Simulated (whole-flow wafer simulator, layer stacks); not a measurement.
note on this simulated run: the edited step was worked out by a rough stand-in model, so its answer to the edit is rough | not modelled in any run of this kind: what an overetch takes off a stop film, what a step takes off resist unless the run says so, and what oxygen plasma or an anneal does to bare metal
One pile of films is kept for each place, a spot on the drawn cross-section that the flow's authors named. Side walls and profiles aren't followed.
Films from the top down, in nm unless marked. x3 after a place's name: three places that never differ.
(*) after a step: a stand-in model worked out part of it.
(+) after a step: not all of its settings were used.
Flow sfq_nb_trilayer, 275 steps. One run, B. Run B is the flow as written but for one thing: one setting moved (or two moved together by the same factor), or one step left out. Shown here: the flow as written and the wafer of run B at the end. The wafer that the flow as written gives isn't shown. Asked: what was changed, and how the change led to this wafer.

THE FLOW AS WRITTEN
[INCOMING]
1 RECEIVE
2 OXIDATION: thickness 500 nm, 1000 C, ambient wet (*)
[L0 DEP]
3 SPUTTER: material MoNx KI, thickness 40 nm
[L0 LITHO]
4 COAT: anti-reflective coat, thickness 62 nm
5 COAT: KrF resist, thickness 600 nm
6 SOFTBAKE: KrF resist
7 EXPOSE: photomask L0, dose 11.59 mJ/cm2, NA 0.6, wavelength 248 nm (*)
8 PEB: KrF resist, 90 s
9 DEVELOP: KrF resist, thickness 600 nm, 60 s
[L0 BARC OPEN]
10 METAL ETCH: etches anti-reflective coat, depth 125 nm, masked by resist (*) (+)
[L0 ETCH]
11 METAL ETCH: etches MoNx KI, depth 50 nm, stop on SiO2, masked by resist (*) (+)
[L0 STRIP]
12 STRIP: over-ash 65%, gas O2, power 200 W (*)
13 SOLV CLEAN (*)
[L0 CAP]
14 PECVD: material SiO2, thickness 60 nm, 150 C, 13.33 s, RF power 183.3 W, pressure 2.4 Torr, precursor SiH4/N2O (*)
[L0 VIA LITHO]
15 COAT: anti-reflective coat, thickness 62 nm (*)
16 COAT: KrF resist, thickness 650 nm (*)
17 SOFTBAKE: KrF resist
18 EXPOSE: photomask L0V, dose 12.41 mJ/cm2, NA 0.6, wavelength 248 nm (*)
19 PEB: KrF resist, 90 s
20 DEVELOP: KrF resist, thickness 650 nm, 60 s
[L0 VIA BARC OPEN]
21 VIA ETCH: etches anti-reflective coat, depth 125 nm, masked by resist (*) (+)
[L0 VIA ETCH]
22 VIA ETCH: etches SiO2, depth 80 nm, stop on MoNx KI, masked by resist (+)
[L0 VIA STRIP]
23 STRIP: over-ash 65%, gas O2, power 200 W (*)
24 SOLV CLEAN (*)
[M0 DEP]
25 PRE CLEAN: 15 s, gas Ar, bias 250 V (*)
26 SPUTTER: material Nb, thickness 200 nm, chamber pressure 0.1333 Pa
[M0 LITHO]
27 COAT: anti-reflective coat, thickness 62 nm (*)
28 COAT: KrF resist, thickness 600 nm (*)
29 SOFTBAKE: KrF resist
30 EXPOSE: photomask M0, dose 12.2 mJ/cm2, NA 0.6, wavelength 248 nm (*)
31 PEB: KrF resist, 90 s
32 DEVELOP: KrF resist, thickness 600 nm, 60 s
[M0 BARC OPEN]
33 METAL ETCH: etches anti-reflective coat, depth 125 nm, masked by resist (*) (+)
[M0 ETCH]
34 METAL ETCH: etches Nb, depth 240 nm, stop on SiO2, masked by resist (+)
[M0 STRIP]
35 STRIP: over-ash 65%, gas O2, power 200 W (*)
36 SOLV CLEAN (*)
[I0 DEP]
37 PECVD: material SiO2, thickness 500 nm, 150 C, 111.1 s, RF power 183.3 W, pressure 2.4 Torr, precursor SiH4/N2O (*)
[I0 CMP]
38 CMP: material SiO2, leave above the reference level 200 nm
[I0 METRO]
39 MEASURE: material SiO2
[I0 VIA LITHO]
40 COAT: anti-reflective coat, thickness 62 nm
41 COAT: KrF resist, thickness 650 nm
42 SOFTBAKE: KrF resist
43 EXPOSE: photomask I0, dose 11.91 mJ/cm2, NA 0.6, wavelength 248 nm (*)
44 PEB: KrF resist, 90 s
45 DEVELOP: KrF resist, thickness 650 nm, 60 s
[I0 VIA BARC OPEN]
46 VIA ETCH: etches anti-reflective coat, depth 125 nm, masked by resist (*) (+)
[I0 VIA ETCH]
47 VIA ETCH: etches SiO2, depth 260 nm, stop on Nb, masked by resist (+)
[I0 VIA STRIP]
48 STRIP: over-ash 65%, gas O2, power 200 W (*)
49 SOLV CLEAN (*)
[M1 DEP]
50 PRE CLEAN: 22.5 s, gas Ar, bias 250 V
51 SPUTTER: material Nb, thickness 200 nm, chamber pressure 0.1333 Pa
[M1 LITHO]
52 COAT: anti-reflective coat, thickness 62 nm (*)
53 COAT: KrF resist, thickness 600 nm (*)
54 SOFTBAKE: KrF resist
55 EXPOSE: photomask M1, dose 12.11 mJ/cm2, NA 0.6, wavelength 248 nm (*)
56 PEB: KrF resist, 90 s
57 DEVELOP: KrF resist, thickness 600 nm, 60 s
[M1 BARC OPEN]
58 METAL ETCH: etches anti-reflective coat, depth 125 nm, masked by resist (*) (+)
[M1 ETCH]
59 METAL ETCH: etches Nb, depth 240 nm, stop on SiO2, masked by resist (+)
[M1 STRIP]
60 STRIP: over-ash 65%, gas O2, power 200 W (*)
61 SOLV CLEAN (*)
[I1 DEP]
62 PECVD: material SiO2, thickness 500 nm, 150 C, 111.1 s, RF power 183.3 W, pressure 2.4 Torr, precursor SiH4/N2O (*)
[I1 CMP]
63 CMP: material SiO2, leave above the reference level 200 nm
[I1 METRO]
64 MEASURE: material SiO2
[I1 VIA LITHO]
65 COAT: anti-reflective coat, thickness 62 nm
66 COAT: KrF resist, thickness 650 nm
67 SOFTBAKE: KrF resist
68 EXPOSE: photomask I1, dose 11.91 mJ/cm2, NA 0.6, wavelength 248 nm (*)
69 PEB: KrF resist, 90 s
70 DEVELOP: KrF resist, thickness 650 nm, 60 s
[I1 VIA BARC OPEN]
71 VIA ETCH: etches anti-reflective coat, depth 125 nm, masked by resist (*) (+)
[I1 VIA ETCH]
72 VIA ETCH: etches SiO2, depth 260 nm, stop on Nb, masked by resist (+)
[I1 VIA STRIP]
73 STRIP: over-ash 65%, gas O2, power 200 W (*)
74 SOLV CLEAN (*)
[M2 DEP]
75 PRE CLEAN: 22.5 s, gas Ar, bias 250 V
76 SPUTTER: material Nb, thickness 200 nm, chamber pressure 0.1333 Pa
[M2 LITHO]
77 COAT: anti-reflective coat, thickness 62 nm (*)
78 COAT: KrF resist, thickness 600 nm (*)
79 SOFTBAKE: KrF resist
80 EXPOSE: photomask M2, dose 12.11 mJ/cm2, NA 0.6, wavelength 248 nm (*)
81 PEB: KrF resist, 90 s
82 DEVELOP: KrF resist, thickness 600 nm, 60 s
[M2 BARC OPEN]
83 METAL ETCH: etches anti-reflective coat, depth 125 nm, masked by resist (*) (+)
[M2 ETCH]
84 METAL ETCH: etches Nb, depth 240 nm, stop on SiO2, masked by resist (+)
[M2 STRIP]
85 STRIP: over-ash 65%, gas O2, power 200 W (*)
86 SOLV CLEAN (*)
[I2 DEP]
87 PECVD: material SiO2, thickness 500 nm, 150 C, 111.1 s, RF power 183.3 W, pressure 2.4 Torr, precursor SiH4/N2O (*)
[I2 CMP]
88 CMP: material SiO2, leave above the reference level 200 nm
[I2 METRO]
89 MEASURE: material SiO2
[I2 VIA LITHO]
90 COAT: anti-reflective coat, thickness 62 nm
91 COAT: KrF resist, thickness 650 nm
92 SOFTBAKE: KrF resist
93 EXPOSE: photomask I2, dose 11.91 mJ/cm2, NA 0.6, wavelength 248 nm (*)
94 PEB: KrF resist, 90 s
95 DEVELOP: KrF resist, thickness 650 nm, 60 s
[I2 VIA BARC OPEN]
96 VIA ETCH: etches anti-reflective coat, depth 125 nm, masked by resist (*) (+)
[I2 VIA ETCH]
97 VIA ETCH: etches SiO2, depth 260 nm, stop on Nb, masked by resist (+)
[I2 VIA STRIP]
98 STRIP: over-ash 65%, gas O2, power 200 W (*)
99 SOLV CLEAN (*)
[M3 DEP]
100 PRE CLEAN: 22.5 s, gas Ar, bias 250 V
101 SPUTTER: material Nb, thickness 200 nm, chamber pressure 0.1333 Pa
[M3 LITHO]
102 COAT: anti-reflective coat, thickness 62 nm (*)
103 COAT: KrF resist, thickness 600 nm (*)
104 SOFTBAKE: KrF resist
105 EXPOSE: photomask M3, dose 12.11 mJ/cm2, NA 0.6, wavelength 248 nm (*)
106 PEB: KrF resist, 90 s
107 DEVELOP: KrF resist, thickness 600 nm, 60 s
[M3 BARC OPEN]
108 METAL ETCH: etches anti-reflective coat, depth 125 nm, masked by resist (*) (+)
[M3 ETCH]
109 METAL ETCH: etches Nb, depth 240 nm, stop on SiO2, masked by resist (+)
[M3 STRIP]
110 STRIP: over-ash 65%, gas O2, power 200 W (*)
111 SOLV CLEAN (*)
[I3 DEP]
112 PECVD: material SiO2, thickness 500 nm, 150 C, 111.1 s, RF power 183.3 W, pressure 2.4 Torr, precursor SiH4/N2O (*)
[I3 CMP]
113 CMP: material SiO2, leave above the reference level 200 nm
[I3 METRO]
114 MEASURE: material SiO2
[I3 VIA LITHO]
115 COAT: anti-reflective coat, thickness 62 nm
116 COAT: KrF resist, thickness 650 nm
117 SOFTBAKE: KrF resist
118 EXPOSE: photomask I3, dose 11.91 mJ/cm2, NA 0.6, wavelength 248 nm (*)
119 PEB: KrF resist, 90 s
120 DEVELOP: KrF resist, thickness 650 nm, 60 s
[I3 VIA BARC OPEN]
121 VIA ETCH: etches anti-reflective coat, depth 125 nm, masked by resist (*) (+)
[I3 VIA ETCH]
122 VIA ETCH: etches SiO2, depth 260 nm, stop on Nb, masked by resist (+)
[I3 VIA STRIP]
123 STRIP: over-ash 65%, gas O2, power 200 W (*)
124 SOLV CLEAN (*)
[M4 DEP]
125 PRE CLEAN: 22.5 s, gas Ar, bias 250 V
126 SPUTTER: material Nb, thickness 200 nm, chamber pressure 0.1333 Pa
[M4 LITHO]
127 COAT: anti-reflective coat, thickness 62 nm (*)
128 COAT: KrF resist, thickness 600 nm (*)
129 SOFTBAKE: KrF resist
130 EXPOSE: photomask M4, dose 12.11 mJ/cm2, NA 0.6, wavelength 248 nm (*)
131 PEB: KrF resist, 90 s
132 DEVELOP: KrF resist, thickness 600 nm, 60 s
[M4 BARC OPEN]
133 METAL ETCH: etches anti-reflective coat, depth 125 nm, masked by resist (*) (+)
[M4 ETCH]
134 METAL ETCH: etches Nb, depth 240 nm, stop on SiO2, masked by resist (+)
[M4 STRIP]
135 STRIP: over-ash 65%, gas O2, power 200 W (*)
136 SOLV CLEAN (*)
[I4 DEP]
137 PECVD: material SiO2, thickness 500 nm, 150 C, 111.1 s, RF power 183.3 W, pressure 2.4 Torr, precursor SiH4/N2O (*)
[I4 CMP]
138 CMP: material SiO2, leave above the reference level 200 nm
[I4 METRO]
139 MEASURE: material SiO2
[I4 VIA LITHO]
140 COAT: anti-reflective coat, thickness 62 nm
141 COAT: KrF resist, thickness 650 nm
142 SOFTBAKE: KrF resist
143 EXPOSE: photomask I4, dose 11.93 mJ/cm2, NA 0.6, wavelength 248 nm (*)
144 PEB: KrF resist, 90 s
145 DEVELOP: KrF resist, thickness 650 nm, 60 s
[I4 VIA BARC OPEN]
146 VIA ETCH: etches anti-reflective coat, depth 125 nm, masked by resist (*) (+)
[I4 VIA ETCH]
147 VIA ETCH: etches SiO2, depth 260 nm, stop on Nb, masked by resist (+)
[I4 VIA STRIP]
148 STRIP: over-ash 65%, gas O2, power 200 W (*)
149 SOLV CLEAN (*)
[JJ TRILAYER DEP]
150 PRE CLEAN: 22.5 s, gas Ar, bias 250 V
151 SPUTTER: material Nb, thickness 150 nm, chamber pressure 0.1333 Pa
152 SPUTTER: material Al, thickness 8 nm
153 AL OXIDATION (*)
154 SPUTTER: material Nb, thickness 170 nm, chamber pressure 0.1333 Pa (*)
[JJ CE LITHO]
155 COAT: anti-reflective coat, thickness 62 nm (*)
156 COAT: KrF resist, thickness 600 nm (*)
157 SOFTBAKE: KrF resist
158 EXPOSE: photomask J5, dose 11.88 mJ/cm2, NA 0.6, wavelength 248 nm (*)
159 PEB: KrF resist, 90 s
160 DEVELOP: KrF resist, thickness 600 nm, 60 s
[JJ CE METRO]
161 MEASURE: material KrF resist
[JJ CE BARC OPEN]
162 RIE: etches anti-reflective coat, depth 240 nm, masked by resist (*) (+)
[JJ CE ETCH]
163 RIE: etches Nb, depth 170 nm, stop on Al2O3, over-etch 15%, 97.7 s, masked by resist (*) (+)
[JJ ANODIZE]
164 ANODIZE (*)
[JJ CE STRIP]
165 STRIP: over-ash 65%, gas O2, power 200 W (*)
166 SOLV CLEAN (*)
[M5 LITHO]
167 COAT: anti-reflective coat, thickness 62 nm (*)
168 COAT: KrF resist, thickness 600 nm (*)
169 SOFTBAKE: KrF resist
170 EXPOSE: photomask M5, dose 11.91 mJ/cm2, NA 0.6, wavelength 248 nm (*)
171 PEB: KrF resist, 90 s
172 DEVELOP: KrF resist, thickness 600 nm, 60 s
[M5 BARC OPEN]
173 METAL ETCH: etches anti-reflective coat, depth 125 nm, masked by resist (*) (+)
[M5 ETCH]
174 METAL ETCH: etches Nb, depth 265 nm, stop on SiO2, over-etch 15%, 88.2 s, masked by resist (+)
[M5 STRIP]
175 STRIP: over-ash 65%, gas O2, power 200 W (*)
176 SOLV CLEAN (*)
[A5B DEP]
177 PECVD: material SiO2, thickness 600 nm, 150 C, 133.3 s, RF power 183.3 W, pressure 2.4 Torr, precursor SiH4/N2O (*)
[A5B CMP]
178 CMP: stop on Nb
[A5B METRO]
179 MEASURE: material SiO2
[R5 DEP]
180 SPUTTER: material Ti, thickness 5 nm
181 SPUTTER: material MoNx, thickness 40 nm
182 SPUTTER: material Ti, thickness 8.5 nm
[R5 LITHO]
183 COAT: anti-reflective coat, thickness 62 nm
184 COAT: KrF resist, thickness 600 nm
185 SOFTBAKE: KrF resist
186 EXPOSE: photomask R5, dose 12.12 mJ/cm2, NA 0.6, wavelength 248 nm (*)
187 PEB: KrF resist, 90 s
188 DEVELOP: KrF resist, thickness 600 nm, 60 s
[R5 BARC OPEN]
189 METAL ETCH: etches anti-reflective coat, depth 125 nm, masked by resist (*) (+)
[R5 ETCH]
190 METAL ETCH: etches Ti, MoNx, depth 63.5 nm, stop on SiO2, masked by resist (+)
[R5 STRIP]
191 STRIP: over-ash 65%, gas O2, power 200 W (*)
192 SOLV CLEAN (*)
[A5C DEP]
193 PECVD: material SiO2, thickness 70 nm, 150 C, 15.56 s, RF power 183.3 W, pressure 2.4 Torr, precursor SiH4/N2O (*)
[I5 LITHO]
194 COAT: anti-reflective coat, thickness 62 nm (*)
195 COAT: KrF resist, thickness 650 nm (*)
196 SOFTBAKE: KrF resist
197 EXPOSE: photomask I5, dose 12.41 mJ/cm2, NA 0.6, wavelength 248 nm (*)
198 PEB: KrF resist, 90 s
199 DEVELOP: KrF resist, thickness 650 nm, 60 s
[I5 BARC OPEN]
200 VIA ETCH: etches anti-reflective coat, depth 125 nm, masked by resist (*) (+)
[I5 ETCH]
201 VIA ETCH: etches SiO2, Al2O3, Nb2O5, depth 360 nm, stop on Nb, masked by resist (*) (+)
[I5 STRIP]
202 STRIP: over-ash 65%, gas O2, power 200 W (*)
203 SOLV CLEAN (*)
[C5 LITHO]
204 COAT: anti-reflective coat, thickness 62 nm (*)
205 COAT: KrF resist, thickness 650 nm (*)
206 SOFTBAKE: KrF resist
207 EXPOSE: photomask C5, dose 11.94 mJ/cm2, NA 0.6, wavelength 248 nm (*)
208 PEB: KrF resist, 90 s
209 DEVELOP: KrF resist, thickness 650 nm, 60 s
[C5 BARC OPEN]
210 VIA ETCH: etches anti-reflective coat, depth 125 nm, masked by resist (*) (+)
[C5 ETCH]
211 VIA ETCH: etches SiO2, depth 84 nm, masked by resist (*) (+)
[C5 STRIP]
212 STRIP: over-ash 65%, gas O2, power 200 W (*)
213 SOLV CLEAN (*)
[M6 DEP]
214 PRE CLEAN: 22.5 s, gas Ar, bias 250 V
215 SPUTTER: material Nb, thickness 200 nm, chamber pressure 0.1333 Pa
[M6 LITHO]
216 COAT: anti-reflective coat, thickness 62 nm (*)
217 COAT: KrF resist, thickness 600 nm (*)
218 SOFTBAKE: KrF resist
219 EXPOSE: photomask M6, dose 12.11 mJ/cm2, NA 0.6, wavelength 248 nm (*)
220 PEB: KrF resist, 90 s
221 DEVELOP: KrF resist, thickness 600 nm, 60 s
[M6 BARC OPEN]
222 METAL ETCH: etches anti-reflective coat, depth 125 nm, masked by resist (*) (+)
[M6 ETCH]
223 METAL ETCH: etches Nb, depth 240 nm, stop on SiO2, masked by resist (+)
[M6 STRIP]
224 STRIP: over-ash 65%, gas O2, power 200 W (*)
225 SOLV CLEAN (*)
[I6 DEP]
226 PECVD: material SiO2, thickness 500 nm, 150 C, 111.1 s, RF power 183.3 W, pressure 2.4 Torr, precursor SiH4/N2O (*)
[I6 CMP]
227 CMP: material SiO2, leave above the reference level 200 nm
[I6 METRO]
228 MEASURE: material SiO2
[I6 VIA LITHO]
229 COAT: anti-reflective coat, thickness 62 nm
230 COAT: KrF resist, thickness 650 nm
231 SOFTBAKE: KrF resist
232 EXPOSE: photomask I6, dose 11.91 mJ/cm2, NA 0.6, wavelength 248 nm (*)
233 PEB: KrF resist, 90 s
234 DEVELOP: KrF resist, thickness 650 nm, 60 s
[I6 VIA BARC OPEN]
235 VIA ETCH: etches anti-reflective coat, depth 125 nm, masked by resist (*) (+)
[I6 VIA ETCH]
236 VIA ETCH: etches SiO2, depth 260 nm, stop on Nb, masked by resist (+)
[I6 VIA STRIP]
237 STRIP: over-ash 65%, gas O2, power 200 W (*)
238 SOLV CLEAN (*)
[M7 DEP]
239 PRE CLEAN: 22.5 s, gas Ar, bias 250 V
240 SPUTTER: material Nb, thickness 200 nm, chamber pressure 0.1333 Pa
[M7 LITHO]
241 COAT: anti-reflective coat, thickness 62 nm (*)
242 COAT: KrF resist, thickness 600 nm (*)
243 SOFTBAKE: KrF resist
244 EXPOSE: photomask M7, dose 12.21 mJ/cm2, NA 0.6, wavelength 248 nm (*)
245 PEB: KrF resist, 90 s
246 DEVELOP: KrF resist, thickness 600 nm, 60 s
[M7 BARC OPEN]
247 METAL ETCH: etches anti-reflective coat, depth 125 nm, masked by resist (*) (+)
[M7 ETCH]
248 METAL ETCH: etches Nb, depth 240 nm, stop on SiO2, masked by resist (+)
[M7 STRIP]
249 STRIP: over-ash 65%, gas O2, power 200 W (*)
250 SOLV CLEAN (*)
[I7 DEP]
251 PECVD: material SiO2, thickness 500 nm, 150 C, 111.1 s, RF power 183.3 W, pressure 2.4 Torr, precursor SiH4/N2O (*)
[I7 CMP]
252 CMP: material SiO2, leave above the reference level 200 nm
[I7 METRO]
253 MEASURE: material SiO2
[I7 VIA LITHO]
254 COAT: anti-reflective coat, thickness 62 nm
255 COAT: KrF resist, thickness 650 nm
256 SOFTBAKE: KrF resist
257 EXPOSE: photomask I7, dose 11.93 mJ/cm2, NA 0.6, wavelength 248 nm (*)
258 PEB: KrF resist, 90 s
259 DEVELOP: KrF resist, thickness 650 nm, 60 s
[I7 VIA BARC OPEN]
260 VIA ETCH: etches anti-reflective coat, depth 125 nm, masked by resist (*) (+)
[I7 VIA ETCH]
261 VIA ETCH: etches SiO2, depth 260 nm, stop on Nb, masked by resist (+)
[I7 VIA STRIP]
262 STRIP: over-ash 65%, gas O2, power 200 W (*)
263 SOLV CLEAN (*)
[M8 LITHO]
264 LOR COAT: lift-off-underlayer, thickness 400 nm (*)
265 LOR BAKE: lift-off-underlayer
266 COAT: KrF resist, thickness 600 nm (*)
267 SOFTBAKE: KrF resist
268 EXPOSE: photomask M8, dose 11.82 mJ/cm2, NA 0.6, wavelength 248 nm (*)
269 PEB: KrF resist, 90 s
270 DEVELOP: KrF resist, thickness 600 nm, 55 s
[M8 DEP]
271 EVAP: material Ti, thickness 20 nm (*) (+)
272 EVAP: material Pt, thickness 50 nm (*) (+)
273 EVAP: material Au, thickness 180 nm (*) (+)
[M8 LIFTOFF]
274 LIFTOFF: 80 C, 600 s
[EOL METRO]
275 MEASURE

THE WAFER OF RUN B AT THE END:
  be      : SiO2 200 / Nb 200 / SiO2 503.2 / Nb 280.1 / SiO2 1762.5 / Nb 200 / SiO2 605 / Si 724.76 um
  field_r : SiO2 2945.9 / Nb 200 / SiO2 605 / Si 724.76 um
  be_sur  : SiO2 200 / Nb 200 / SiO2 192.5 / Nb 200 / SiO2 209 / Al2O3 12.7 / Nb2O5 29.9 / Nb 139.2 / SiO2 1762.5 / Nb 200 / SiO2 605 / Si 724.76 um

The cause: step 2, OXIDATION: thickness 550 nm was run, where the flow has thickness 500 nm.

How the change led to this, step by step:
  2 OXIDATION: thickness 500 nm, 1000 C, ambient wet (*)
      field_l, v_sur, via_wl and 103 more: SiO2 +550 (new film), chemical SiO2 -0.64 (all of it), Si -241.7 (as written it would be: SiO2 +500 (new film), chemical SiO2 -0.64 (all of it), Si -219.7)
